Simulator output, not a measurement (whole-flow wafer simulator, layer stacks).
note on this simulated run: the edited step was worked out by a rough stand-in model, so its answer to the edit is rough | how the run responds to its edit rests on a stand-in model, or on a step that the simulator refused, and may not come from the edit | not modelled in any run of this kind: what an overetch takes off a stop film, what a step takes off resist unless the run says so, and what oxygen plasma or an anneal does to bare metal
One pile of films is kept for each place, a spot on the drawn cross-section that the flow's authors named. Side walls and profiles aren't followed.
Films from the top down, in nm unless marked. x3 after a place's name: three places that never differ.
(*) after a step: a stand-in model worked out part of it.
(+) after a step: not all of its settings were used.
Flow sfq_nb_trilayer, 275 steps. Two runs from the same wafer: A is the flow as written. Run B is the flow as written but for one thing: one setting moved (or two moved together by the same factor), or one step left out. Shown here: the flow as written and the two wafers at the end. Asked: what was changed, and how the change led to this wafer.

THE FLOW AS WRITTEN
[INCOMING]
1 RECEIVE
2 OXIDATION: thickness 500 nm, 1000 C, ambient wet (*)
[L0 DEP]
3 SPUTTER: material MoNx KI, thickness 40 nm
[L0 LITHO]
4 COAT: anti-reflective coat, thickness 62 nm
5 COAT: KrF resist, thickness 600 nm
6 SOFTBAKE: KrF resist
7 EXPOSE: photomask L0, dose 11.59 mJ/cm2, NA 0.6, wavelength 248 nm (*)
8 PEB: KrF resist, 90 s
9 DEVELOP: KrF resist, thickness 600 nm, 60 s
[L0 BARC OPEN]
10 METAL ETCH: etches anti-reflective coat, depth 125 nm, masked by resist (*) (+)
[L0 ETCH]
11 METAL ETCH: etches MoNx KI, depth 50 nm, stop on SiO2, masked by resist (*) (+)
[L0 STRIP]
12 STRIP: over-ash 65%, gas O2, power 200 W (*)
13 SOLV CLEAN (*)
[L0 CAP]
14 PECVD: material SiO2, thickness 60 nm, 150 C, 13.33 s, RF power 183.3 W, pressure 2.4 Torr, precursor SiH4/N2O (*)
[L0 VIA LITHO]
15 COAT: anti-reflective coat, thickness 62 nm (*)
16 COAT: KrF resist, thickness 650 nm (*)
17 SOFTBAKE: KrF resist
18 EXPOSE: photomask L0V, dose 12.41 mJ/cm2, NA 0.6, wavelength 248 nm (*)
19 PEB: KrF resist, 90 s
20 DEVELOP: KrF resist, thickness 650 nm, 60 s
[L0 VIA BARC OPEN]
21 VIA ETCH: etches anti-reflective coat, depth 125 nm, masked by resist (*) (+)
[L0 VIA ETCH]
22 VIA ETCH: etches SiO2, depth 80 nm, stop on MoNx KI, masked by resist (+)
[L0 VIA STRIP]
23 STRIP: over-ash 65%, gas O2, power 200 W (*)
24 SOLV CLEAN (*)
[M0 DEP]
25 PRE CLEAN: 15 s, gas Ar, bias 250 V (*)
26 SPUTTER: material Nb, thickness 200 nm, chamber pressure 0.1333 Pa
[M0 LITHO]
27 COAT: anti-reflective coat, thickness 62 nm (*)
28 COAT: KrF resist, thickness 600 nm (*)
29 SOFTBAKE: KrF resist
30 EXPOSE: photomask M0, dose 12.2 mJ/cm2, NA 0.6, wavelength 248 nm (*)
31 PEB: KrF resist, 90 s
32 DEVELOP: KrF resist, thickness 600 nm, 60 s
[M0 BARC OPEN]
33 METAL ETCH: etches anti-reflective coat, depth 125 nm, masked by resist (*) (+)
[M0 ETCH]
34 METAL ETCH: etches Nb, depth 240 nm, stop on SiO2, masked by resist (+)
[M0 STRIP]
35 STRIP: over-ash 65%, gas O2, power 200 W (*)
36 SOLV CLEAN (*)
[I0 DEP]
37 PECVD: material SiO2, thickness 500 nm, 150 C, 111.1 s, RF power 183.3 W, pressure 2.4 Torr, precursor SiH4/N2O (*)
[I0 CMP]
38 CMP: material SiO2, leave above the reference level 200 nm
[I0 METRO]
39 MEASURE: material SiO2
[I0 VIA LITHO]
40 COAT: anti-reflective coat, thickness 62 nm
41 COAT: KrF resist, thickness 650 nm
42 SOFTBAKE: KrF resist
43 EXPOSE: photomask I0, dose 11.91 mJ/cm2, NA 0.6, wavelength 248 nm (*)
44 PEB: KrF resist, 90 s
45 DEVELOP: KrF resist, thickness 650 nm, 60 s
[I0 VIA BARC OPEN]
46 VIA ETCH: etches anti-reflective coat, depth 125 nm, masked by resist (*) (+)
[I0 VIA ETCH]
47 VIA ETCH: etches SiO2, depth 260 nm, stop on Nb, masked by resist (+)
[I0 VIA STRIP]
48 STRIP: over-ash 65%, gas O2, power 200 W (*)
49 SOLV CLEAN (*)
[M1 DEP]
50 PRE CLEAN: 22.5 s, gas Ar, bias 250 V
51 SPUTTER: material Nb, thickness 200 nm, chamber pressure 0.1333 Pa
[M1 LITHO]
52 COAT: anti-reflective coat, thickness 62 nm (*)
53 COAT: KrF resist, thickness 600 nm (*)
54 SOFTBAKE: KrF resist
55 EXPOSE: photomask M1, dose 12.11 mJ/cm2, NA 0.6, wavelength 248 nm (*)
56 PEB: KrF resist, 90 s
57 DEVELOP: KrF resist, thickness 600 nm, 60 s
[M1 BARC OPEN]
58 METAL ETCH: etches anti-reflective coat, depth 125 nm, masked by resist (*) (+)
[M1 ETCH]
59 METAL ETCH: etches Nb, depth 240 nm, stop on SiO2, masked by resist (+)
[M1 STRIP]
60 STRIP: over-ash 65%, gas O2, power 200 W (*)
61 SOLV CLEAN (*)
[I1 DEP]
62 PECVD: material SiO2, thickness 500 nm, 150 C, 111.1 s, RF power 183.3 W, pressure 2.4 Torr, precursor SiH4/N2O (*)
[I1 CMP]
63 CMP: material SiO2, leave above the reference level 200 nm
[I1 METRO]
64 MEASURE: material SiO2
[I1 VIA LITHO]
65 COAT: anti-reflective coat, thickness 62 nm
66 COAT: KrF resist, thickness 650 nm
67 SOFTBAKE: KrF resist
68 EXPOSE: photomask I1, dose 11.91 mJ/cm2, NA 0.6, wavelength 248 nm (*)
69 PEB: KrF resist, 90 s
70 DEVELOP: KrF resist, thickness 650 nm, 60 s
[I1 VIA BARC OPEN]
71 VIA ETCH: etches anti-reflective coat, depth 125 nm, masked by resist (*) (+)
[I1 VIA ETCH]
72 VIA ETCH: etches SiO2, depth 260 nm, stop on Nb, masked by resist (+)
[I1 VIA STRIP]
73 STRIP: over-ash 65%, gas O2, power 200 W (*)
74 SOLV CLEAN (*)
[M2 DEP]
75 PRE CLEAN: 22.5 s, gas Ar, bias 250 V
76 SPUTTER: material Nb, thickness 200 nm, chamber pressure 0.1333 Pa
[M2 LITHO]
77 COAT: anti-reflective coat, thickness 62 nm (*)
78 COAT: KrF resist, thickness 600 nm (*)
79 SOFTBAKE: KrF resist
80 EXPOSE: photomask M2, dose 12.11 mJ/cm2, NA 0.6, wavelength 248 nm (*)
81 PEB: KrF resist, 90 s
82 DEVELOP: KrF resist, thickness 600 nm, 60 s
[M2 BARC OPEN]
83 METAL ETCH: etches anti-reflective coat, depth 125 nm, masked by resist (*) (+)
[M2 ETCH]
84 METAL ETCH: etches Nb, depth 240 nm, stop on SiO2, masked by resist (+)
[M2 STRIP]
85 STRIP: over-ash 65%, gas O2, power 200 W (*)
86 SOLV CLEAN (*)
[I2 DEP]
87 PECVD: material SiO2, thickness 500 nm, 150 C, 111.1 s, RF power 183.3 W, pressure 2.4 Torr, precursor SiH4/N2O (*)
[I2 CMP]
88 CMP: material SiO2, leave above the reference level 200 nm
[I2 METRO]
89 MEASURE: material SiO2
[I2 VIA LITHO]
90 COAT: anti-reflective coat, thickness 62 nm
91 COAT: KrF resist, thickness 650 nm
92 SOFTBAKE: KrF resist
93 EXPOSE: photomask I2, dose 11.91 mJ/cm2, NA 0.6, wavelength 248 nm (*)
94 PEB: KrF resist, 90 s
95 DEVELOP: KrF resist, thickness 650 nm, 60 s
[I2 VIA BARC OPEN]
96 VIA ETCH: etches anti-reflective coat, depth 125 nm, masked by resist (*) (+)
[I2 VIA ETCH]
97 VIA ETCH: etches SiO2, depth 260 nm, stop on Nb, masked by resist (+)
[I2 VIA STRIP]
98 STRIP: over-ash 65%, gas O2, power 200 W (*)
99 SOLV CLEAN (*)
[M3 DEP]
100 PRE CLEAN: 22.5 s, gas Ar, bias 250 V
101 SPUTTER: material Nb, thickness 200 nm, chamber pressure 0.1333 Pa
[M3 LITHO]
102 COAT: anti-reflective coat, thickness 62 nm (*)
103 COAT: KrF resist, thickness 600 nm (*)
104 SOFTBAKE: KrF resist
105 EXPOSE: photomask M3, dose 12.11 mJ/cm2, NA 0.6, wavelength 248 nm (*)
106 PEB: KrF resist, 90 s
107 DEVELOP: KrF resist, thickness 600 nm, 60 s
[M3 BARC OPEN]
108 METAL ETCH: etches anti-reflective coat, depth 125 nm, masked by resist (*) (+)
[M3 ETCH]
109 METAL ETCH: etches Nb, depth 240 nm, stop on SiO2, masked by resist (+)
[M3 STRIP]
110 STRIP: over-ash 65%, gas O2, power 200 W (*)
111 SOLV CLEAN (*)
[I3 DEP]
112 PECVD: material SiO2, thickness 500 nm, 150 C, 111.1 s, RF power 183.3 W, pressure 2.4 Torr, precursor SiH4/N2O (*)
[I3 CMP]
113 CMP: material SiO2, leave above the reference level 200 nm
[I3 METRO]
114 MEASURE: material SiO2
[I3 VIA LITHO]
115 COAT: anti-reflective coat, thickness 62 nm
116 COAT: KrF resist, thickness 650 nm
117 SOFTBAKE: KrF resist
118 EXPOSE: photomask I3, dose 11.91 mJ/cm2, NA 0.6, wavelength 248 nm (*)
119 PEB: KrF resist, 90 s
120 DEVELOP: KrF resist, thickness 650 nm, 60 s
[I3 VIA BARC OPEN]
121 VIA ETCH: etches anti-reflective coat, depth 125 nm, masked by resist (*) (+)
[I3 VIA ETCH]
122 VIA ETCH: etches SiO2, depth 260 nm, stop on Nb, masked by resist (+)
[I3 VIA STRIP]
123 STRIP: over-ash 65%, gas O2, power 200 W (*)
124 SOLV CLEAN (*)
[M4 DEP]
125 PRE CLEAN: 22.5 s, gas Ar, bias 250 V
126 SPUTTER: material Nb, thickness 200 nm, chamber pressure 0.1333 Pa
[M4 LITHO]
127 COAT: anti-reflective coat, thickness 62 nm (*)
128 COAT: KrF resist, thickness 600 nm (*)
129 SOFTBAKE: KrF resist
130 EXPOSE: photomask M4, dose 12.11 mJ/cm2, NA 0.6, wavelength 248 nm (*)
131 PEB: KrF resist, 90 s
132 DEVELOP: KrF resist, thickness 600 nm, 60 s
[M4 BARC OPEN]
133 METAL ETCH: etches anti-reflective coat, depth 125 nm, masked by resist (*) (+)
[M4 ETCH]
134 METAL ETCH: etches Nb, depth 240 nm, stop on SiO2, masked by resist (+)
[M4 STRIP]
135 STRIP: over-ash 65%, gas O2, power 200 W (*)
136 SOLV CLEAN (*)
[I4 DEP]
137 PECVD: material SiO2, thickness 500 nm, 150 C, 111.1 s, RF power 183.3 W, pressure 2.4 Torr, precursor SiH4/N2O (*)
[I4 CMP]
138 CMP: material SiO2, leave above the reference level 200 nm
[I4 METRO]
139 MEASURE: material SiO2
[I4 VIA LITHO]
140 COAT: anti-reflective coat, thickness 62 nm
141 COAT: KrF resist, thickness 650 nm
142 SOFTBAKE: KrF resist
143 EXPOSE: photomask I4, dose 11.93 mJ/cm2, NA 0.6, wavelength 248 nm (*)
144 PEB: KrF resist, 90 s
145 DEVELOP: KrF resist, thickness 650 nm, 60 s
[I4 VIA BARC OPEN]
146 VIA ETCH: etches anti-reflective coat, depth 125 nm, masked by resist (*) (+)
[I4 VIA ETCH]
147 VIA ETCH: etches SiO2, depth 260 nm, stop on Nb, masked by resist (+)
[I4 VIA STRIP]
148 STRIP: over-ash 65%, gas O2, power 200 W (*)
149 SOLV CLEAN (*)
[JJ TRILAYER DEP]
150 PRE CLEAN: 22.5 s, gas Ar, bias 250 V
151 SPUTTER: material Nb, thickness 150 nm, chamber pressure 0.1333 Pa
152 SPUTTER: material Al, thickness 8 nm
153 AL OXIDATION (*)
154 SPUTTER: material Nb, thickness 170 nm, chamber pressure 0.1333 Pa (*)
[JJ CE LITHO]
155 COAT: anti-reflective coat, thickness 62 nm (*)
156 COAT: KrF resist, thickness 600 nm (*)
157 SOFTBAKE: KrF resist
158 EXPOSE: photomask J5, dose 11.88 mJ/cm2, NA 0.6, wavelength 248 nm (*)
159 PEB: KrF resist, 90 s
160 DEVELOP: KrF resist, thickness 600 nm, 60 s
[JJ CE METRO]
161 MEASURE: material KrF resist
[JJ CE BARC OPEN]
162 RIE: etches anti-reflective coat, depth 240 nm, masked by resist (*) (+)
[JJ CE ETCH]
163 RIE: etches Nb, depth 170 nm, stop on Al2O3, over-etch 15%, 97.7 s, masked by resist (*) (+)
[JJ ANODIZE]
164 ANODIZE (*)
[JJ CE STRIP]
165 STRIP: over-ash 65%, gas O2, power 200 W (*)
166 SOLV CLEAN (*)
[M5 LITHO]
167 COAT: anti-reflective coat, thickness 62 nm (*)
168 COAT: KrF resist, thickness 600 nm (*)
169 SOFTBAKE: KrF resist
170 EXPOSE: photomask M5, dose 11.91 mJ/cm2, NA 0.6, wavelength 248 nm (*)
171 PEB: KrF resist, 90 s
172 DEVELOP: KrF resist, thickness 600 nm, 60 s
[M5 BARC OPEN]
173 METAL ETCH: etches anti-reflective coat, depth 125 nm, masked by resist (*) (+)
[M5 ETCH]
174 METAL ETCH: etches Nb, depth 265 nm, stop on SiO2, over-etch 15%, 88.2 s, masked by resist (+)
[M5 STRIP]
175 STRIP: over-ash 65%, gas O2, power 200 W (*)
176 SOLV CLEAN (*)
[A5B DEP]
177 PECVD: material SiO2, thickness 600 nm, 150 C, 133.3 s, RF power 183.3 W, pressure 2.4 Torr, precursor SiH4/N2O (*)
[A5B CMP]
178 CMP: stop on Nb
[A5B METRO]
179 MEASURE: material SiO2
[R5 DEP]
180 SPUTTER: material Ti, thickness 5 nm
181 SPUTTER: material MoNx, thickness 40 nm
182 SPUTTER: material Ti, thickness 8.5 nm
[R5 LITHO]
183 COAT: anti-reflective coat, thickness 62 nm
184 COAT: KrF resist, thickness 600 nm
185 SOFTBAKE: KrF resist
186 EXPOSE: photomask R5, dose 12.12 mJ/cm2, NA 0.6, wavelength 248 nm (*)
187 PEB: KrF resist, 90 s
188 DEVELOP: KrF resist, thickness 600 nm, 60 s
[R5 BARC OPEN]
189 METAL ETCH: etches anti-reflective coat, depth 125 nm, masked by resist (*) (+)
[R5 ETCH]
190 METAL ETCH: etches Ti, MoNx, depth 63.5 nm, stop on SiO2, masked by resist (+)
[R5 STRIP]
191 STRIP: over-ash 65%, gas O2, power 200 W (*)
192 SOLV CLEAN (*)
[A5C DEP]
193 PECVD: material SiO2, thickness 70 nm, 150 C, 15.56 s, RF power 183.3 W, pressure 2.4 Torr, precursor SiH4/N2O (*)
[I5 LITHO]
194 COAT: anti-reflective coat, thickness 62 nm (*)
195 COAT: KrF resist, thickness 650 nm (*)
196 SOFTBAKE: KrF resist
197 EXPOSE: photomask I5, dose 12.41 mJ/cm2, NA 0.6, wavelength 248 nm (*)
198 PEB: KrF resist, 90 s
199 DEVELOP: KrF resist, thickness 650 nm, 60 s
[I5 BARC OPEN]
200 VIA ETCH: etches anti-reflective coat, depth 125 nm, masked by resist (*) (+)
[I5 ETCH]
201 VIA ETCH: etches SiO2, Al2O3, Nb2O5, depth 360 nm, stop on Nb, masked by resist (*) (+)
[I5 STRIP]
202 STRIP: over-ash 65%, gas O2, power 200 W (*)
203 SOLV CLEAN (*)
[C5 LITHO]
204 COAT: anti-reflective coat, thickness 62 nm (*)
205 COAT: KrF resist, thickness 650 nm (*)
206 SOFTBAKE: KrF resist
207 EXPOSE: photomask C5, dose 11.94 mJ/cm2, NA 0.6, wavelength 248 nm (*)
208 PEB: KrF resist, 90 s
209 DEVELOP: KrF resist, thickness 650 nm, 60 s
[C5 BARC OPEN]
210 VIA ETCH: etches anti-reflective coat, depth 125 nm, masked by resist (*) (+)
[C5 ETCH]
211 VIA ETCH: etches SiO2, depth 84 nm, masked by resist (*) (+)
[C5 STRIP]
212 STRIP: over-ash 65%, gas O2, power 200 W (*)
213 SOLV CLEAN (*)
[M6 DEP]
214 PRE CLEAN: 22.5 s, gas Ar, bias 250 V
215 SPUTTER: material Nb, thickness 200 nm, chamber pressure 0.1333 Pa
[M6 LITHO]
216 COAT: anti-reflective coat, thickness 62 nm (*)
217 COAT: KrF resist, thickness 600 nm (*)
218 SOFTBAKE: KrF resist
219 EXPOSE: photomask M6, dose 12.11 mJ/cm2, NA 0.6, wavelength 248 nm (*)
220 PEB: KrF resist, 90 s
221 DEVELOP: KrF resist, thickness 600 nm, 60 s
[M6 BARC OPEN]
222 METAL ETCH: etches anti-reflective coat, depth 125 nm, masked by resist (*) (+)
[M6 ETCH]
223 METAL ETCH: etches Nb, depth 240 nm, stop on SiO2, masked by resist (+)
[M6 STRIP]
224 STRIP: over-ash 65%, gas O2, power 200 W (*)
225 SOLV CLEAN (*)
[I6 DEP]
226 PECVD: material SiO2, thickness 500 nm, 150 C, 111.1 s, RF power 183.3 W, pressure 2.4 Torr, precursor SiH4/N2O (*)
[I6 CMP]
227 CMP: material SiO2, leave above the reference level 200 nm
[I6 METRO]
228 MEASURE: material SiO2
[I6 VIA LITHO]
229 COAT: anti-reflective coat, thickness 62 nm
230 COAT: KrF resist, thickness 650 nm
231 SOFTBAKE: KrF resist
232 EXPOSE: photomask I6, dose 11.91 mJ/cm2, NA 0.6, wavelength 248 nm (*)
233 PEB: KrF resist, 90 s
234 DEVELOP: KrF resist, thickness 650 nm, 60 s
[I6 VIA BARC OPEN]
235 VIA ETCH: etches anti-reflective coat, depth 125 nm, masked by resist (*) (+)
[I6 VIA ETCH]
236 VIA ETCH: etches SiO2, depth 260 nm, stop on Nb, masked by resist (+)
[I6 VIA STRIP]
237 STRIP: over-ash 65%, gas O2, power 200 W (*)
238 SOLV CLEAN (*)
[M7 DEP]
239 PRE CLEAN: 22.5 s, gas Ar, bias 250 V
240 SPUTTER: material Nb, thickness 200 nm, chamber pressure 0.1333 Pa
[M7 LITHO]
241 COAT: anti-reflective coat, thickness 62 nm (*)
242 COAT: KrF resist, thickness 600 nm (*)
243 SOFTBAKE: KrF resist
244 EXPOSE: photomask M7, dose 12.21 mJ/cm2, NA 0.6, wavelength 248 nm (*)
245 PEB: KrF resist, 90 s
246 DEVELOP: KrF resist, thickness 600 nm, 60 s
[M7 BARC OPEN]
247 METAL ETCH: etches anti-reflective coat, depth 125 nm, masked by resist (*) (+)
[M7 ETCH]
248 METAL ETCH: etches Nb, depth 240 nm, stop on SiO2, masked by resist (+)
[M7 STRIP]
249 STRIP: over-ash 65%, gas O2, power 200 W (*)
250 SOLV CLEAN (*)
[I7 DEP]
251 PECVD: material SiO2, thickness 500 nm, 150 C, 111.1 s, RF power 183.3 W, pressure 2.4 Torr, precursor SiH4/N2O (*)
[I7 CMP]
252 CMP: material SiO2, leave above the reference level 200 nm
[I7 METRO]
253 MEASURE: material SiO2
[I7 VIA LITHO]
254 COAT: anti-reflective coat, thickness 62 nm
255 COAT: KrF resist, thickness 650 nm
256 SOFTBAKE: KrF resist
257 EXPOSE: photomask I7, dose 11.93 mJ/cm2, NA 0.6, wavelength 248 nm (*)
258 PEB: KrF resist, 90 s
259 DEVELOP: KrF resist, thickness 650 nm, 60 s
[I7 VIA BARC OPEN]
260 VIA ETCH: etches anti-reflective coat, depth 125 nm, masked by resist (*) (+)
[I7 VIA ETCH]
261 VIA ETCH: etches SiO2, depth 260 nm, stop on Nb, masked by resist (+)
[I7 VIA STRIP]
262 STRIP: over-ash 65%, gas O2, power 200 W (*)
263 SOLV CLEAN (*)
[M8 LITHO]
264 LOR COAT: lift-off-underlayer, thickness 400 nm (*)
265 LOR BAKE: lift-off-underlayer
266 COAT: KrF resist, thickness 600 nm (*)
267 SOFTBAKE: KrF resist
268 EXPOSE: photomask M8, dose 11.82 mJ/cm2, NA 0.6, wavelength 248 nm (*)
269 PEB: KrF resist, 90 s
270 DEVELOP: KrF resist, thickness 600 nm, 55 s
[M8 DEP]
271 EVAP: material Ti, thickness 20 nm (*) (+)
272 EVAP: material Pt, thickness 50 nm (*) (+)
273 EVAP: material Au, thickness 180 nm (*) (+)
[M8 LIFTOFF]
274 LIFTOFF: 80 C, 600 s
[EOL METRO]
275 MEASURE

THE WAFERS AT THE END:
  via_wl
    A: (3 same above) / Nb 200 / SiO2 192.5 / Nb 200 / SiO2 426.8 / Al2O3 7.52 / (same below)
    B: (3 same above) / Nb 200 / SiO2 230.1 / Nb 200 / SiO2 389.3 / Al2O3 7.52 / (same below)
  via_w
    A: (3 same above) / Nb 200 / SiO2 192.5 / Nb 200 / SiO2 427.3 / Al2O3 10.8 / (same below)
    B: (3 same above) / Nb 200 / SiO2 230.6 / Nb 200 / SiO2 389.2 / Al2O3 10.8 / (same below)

The cause: step 177, PECVD: thickness 345 nm was run, where the flow has thickness 600 nm; step 177, PECVD: 76.67 s was run, where the flow has 133.3 s.

How the change led to this, step by step:
  177 PECVD: material SiO2, thickness 600 nm, 150 C, 133.3 s, RF power 183.3 W, pressure 2.4 Torr, precursor SiH4/N2O (*)
      v_sur, via_sp, via_v and 47 more: A SiO2 +600 (new film) | B SiO2 +345 (new film)
      field_l, p4_fl, p4_fm and 39 more: A SiO2 +600 | B SiO2 +345
      (and at 14 more places)
  178 CMP: stop on Nb
      via_wl, via_wr: A SiO2 -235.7 | B nothing
      via_w: A SiO2 -235.2 | B nothing
      (and at 103 more places)
  181 SPUTTER: material MoNx, thickness 40 nm
      via_wl, via_wr: A MoNx +40 (new film) | B MoNx +36.7 (new film)
  182 SPUTTER: material Ti, thickness 8.5 nm
      via_wl, via_wr: A Ti +8.5 (new film) | B Ti +7.67 (new film)
  183 COAT: anti-reflective coat, thickness 62 nm
      via_wl, via_wr: A anti-reflective coat +62 (new film) | B anti-reflective coat +85.6 (new film)
      v_sur: A anti-reflective coat +62 (new film) | B anti-reflective coat +56.9 (new film)
      (and at 2 more places)
  184 COAT: KrF resist, thickness 600 nm
      via_w: A KrF resist +600 (new film) | B KrF resist +618.6 (new film)
  188 DEVELOP: KrF resist, thickness 600 nm, 60 s
      via_w: A KrF resist -598.7 (all of it) | B KrF resist -617.3 (all of it)
  189 METAL ETCH: etches anti-reflective coat, depth 125 nm, masked by resist (*) (+)
      via_wl, via_wr: A anti-reflective coat -62 (all of it) | B anti-reflective coat -85.6 (all of it)
      v_sur: A anti-reflective coat -62 (all of it) | B anti-reflective coat -56.9 (all of it)
      (and at 2 more places)
  190 METAL ETCH: etches Ti, MoNx, depth 63.5 nm, stop on SiO2, masked by resist (+)
      via_wl, via_wr: A Ti -8.5 (all of it), MoNx -40 (all of it), Ti -5 (all of it) | B Ti -7.67 (all of it), MoNx -36.7 (all of it), Ti -4.55 (all of it)
  194 COAT: anti-reflective coat, thickness 62 nm (*)
      v_sur: A anti-reflective coat +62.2 (new film) | B anti-reflective coat +57.1 (new film)
      via_wl: A anti-reflective coat +62.2 (new film) | B anti-reflective coat +81.3 (new film)
      (and at 3 more places)
  195 COAT: KrF resist, thickness 650 nm (*)
      via_w: A KrF resist +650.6 (new film) | B KrF resist +669.5 (new film)
  202 STRIP: over-ash 65%, gas O2, power 200 W (*)
      v_sur: A KrF resist -333.7 (all of it), anti-reflective coat -62.2 (all of it) | B KrF resist -332.5 (all of it), anti-reflective coat -57.1 (all of it)
      via_wl: A KrF resist -333.7 (all of it), anti-reflective coat -62.2 (all of it) | B KrF resist -344 (all of it), anti-reflective coat -81.3 (all of it)
      (and at 3 more places)
  204 COAT: anti-reflective coat, thickness 62 nm (*)
      v_sur: A anti-reflective coat +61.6 (new film) | B anti-reflective coat +56.5 (new film)
      via_wl: A anti-reflective coat +61.6 (new film) | B anti-reflective coat +80.7 (new film)
      (and at 3 more places)
  205 COAT: KrF resist, thickness 650 nm (*)
      via_w: A KrF resist +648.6 (new film) | B KrF resist +667.5 (new film)
  212 STRIP: over-ash 65%, gas O2, power 200 W (*)
      v_sur: A KrF resist -562.4 (all of it), anti-reflective coat -61.6 (all of it) | B KrF resist -561.2 (all of it), anti-reflective coat -56.5 (all of it)
      via_wl: A KrF resist -562.3 (all of it), anti-reflective coat -61.6 (all of it) | B KrF resist -572.5 (all of it), anti-reflective coat -80.7 (all of it)
      (and at 3 more places)
  216 COAT: anti-reflective coat, thickness 62 nm (*)
      v_sur: A anti-reflective coat +61.6 (new film) | B anti-reflective coat +56 (new film)
      via_wl: A anti-reflective coat +61.5 (new film) | B anti-reflective coat +78.6 (new film)
      (and at 3 more places)
  ... 2 more steps ...
  227 CMP: material SiO2, leave above the reference level 200 nm
      via_wl, via_wr: A SiO2 -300 | B SiO2 -262.4
      via_w: A SiO2 -300 | B SiO2 -261.9
